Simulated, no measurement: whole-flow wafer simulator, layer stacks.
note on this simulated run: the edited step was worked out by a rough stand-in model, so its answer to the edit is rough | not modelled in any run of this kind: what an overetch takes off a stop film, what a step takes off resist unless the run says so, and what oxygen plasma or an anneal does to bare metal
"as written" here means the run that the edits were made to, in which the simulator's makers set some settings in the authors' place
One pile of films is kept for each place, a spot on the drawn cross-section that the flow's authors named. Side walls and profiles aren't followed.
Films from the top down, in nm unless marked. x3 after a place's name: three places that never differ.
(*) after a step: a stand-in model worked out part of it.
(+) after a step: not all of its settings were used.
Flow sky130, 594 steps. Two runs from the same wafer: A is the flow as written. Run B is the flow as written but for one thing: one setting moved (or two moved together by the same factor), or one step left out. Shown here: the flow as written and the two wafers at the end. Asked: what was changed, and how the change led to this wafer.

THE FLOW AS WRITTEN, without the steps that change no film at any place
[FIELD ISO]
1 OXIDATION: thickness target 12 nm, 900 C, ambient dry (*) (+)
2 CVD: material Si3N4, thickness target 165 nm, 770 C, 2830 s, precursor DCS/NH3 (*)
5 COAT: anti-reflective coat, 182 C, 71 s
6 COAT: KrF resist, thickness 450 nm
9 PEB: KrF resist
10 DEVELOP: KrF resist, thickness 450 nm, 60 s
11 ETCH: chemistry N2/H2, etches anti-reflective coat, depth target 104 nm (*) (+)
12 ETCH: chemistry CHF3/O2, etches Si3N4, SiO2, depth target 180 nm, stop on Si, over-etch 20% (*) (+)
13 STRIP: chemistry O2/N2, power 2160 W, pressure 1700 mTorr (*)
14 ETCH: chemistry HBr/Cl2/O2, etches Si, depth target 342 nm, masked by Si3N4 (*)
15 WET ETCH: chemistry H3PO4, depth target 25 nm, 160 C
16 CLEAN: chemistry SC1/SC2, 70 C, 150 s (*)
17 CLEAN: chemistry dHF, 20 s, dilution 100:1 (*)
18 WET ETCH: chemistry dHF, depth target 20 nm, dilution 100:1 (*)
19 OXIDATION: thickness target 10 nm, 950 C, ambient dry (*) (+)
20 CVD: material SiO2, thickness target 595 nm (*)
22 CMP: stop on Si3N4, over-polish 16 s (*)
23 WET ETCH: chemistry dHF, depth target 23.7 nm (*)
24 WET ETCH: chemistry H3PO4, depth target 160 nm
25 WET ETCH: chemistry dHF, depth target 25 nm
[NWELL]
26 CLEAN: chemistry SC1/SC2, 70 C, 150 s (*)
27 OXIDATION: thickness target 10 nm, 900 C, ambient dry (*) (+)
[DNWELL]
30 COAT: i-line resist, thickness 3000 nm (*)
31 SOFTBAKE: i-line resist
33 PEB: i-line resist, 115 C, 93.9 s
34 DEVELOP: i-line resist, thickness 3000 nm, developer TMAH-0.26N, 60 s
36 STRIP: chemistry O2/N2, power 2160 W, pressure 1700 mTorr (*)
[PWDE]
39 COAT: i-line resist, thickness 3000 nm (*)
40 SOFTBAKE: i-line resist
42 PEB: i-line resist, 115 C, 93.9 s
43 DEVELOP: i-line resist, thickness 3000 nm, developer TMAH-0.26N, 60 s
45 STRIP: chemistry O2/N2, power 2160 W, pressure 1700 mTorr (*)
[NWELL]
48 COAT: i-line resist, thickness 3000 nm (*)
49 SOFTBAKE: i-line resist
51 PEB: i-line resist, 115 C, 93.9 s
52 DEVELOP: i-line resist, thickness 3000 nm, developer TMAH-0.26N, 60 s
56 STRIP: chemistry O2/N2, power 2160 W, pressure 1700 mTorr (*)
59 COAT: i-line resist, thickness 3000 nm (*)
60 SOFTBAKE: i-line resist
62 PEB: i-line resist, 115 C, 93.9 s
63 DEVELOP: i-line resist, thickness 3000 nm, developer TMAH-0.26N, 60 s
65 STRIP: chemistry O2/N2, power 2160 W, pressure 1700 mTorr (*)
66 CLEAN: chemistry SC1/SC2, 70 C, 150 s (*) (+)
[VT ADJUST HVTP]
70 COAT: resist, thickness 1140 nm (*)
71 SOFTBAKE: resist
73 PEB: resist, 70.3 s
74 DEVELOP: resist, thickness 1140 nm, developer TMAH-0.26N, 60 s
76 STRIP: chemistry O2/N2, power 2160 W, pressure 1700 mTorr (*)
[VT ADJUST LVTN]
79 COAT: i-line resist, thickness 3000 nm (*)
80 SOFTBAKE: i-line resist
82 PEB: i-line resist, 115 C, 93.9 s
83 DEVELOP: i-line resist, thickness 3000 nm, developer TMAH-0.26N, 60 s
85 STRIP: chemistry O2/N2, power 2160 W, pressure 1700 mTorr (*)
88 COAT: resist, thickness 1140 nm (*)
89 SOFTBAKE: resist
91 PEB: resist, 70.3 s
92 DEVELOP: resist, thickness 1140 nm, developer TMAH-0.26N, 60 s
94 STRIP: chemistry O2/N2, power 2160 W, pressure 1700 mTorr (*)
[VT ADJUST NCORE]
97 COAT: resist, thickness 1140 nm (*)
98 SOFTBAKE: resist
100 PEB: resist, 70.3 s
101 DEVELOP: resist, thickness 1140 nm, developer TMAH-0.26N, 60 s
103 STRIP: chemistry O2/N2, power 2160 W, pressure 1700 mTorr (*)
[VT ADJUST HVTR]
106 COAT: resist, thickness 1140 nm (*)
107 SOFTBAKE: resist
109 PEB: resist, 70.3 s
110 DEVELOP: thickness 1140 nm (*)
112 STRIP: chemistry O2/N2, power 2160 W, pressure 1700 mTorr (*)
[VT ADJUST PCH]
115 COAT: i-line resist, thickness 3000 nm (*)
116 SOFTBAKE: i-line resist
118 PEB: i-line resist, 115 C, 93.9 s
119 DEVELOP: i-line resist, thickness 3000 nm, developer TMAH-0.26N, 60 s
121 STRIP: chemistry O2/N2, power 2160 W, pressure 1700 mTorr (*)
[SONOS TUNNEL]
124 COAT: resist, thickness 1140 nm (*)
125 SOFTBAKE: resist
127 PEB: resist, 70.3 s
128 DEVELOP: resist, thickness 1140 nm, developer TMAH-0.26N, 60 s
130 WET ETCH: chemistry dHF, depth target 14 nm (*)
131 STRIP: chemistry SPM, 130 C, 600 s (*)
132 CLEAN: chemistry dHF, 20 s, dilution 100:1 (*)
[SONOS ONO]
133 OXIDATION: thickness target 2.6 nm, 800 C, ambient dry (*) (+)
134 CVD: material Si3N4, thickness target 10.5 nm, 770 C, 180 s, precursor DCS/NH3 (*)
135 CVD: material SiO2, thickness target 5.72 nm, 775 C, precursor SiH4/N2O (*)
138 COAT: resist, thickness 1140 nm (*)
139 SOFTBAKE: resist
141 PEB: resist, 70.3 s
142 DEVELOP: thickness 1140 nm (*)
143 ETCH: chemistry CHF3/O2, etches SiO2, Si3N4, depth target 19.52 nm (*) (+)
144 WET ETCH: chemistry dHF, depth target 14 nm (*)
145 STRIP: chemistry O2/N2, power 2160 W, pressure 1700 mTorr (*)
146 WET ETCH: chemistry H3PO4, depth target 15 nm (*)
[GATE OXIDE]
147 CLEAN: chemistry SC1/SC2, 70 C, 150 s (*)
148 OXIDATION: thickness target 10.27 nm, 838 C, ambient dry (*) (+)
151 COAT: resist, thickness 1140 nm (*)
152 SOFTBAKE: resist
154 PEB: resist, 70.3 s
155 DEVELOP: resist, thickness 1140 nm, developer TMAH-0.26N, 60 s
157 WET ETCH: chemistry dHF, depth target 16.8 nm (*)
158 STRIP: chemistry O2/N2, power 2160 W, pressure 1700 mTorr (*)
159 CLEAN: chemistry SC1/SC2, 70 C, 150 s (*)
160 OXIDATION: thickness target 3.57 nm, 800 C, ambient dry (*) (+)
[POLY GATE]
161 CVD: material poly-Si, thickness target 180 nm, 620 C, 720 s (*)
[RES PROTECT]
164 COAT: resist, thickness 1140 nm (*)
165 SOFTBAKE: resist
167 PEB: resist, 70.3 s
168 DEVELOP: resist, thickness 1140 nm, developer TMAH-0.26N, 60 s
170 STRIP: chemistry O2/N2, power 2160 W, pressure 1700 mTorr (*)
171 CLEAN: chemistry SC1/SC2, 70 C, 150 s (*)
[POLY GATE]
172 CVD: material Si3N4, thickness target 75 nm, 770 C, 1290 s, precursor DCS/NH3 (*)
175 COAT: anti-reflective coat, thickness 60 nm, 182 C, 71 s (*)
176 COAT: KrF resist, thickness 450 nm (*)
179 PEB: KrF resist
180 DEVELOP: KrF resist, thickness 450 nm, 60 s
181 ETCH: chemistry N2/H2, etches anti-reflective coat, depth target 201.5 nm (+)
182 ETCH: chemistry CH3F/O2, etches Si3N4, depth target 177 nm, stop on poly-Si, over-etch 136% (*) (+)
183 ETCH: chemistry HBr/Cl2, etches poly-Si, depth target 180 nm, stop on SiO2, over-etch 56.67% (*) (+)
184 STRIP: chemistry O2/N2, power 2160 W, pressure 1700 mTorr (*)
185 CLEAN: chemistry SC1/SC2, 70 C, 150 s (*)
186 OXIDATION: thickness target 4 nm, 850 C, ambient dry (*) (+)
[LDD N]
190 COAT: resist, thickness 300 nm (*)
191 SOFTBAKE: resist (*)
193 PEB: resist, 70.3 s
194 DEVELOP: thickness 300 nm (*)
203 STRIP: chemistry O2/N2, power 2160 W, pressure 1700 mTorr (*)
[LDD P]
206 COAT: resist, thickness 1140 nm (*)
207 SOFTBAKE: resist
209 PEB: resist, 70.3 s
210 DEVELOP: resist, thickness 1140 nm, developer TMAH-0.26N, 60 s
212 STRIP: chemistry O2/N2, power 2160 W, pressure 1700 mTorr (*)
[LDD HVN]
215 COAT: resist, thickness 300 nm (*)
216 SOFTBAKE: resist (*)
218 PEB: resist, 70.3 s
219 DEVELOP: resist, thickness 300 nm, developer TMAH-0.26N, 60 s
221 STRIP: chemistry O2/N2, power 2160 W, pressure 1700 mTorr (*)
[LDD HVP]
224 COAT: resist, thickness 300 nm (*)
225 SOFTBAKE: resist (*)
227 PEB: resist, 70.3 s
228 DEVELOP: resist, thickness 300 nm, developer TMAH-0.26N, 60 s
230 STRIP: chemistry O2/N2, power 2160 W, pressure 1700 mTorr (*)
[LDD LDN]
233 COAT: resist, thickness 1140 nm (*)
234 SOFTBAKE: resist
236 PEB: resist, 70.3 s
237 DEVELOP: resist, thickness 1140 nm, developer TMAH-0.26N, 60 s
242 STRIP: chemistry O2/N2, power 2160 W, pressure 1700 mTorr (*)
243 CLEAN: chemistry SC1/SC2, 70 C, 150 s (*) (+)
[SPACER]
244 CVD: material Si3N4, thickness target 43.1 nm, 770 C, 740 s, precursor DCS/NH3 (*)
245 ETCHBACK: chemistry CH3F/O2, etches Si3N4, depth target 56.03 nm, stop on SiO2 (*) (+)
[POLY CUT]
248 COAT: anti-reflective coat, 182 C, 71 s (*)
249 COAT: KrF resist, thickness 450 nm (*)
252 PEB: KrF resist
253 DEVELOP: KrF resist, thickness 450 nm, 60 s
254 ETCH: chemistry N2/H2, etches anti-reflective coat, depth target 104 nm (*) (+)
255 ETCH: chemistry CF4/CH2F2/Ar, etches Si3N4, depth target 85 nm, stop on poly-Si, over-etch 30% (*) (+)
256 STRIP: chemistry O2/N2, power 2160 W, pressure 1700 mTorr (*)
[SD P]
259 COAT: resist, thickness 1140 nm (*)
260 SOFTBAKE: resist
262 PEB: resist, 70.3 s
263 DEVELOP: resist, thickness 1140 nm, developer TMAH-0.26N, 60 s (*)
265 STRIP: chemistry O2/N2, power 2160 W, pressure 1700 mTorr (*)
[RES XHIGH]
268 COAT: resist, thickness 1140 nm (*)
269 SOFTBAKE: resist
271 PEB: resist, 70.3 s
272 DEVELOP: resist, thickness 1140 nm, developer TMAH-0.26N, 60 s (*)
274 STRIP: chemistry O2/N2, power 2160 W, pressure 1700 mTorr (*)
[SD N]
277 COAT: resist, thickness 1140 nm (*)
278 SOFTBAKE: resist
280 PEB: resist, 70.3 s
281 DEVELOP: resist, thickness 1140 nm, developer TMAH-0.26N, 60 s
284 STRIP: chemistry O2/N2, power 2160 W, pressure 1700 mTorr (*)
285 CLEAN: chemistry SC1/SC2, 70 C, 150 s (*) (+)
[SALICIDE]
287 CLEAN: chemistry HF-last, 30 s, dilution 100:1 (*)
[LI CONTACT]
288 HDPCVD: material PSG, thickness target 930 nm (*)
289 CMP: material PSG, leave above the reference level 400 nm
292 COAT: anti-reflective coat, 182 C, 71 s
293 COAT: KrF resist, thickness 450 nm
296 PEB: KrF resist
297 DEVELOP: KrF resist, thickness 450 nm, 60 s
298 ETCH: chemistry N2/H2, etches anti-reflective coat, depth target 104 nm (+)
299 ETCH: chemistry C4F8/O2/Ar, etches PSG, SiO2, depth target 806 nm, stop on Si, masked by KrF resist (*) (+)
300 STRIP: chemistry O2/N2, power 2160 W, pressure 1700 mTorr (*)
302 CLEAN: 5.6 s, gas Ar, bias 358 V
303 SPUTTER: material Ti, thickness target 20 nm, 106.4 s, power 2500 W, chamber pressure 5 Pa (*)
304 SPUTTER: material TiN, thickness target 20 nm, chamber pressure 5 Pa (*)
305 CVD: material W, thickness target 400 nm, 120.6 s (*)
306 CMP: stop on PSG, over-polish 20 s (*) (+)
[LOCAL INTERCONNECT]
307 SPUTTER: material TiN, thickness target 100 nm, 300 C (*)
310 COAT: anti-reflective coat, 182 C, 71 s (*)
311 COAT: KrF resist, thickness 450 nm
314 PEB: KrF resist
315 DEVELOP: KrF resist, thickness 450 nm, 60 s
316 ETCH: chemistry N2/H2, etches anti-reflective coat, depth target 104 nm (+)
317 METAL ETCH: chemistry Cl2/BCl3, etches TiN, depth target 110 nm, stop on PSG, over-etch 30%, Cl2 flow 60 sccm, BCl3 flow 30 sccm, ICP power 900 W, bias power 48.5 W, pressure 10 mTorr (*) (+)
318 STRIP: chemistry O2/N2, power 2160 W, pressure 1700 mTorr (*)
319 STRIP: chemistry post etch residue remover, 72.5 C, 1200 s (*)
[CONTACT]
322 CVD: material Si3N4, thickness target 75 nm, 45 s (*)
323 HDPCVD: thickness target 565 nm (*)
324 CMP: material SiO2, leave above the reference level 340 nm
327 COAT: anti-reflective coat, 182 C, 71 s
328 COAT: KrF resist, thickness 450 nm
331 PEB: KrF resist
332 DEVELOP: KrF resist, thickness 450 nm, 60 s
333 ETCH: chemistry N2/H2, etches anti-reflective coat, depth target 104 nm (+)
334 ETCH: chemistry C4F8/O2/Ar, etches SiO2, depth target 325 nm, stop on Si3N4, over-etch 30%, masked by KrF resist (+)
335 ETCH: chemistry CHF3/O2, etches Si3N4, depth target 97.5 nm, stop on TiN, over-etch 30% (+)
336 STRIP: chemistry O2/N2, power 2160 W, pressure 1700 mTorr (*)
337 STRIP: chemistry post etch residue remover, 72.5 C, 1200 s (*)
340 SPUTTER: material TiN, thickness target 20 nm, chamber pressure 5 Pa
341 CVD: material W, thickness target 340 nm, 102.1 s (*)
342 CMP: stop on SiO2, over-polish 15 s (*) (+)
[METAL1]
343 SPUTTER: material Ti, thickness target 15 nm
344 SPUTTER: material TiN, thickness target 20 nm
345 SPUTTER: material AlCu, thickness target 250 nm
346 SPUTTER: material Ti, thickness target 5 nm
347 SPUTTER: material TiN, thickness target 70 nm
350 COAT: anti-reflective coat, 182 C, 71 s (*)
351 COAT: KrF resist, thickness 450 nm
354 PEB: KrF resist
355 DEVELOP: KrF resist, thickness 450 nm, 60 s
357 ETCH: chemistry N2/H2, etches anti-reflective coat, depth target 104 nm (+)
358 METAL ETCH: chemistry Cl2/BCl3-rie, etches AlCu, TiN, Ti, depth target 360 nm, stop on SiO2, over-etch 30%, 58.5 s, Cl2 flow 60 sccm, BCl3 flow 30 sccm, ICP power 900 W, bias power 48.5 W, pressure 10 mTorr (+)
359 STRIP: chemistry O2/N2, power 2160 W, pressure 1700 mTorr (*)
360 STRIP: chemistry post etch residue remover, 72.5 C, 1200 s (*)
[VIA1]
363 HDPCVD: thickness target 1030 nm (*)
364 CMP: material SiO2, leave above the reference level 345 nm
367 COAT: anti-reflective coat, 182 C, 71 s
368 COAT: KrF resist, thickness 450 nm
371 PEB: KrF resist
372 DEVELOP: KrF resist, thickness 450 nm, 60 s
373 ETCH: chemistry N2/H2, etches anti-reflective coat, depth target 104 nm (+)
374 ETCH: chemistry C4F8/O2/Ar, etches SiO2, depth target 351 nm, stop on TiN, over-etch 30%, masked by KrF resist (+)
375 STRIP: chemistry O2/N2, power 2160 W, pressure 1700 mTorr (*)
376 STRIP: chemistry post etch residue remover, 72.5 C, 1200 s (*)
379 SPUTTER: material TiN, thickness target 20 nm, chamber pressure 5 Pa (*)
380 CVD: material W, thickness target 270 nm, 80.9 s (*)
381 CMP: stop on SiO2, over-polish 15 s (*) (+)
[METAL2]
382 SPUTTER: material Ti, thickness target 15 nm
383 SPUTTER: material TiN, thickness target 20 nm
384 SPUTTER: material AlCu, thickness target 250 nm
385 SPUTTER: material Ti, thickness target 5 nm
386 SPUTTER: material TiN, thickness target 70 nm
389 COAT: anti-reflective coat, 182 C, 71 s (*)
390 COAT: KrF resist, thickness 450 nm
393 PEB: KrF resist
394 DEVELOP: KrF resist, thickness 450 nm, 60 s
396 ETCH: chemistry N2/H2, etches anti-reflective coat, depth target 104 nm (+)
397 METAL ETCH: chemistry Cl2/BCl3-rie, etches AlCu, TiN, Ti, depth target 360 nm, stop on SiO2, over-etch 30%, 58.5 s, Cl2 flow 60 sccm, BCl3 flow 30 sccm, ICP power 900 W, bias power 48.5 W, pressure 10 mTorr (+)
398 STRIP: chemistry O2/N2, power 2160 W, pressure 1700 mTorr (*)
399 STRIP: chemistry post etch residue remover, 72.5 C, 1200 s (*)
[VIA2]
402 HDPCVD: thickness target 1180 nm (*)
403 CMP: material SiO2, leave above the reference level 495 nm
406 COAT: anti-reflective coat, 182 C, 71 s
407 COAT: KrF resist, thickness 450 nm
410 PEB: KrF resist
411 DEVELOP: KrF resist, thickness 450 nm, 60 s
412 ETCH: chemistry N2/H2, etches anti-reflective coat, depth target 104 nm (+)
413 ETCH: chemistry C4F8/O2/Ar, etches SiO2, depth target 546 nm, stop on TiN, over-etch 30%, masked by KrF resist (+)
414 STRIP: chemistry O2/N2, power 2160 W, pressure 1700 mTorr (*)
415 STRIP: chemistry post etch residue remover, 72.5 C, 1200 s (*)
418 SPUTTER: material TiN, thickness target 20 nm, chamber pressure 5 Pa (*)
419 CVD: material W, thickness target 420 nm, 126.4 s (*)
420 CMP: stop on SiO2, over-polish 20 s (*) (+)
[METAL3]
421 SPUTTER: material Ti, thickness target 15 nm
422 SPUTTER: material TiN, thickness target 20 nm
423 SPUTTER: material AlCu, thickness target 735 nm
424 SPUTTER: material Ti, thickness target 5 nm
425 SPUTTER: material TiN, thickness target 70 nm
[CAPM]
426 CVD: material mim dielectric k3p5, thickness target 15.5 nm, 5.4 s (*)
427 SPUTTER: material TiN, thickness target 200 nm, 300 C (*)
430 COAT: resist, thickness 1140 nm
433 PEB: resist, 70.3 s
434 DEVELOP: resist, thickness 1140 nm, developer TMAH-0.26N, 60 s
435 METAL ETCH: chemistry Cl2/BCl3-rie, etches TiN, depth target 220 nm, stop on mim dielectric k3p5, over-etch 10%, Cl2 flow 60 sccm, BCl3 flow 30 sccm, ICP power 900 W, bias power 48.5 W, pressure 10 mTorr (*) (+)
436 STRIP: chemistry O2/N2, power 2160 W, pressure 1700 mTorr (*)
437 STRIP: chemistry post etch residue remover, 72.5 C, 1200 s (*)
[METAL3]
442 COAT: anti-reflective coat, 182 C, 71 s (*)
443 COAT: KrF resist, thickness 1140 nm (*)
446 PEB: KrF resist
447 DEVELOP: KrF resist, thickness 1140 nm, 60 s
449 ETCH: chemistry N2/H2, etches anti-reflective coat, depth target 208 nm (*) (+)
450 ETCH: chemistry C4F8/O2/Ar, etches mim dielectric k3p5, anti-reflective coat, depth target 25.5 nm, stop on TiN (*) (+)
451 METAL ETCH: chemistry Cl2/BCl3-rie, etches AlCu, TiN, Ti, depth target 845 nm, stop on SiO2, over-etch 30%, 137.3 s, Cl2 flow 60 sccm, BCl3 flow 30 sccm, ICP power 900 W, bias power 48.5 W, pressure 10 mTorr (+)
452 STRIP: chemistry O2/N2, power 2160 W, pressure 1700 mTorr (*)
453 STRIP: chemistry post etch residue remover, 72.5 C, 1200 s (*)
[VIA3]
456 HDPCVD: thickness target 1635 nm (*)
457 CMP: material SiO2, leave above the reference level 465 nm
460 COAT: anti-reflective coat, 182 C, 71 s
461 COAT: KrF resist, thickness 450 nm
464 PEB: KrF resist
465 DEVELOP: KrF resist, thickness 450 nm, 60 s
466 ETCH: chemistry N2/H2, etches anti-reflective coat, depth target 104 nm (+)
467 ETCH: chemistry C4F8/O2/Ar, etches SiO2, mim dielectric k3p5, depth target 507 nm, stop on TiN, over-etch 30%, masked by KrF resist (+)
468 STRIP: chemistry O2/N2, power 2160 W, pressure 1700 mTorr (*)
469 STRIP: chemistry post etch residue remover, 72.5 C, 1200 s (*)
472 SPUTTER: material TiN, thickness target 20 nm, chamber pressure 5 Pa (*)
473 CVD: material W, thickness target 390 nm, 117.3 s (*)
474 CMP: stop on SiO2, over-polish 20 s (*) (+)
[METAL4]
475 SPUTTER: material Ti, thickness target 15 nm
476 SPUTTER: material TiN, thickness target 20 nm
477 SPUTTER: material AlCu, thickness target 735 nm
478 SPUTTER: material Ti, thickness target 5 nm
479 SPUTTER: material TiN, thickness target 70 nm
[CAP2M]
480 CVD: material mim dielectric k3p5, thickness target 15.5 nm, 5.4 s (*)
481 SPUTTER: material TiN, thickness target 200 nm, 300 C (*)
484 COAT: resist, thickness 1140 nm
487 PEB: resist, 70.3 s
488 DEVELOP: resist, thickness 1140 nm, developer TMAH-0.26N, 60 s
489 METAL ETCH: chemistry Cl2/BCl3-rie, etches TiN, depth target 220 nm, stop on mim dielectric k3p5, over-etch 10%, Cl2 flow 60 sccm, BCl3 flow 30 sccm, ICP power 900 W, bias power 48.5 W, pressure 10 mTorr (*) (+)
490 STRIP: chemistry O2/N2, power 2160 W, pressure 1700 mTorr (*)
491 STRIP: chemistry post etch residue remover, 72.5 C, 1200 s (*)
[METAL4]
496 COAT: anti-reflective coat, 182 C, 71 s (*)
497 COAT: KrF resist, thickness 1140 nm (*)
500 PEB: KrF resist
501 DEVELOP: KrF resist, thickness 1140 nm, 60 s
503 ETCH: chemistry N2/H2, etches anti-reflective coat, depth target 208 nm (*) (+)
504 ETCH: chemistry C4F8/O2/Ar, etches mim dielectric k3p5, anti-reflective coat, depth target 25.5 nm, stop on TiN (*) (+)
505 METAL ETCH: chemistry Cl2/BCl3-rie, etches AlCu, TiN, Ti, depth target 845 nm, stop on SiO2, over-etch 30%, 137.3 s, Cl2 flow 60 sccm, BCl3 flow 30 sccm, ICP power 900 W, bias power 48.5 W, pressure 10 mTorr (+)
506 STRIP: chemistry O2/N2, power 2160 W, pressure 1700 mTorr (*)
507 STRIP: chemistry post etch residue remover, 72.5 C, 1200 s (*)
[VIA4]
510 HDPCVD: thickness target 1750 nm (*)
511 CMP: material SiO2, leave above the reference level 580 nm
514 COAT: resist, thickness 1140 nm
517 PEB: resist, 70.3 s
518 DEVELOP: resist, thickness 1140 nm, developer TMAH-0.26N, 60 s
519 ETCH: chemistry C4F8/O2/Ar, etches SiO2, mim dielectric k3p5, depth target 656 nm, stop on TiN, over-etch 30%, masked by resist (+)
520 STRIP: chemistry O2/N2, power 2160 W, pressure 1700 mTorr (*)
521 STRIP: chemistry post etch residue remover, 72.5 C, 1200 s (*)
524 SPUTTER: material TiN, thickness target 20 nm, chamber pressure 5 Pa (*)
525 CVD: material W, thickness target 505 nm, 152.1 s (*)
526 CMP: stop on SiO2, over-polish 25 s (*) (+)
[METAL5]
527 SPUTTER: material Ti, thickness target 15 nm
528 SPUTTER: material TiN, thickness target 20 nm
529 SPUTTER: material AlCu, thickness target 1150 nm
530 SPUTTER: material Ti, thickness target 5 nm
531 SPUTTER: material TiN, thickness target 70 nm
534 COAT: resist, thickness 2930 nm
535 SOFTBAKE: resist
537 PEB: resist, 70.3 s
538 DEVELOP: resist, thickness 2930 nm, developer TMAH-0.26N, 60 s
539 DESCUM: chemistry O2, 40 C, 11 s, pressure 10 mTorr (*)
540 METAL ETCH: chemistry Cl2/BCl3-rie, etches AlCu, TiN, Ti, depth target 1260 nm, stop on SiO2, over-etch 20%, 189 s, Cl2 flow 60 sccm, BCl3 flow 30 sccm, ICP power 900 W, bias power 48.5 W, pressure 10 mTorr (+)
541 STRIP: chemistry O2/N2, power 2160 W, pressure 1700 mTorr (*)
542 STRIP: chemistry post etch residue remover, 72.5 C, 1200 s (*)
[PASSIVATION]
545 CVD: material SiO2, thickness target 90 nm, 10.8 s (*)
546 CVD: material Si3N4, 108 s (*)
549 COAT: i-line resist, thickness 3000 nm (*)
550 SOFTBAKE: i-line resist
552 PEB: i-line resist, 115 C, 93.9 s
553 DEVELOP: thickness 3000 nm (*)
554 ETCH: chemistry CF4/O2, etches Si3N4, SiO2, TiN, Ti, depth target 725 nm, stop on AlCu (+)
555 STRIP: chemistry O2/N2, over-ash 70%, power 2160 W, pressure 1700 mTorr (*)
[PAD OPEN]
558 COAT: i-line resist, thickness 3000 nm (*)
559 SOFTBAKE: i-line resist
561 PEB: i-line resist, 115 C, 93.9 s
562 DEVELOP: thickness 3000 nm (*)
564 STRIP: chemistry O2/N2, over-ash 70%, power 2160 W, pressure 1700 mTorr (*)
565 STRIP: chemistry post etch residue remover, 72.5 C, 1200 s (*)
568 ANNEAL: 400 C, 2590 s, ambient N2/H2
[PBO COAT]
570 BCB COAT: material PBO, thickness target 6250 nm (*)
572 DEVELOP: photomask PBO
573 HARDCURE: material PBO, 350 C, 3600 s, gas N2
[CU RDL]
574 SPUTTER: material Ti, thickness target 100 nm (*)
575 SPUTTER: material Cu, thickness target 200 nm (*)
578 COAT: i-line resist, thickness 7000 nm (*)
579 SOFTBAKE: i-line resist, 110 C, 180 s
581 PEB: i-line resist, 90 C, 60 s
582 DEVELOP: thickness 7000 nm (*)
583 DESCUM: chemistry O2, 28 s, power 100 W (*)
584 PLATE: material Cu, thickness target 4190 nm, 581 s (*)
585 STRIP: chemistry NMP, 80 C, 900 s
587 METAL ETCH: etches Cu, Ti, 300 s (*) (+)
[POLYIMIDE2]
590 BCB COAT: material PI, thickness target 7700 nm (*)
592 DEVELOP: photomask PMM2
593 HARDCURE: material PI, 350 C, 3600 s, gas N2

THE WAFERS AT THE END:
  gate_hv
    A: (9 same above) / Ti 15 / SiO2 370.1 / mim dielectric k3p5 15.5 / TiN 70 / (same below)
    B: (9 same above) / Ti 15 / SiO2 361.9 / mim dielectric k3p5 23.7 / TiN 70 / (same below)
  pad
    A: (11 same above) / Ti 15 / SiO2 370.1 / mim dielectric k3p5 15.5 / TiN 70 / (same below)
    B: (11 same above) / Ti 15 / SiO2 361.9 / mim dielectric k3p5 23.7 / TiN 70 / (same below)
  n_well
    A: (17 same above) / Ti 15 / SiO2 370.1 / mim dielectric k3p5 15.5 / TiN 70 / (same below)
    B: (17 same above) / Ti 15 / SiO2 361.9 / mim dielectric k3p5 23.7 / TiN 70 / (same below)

The cause: step 426, CVD: thickness target 23.7 nm was run, where the flow has thickness target 15.5 nm; step 426, CVD: 8.26 s was run, where the flow has 5.4 s.
It can be read off the wafer: gate_hv has mim dielectric k3p5 23.7, and step 426 as written asks for 15.5 nm.

How the change led to this, step by step:
  426 CVD: material mim dielectric k3p5, thickness target 15.5 nm, 5.4 s (*)
      field, active, n_well and 188 more: A mim dielectric k3p5 +15.5 (new film) | B mim dielectric k3p5 +23.7 (new film)
  450 ETCH: chemistry C4F8/O2/Ar, etches mim dielectric k3p5, anti-reflective coat, depth target 25.5 nm, stop on TiN (*) (+)
      n_well, p_well, gate_hv and 104 more: A KrF resist -15.5 | B KrF resist -17
      field, active, gate and 82 more: A mim dielectric k3p5 -15.5 (all of it) | B mim dielectric k3p5 -23.7 (all of it)
  467 ETCH: chemistry C4F8/O2/Ar, etches SiO2, mim dielectric k3p5, depth target 507 nm, stop on TiN, over-etch 30%, masked by KrF resist (+)
      m1: A SiO2 -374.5 (all of it), mim dielectric k3p5 -15.5 (all of it) | B SiO2 -366.3 (all of it), mim dielectric k3p5 -23.7 (all of it)
      via3_hole: A SiO2 -373.9 (all of it), mim dielectric k3p5 -15.5 (all of it) | B SiO2 -365.7 (all of it), mim dielectric k3p5 -23.7 (all of it)
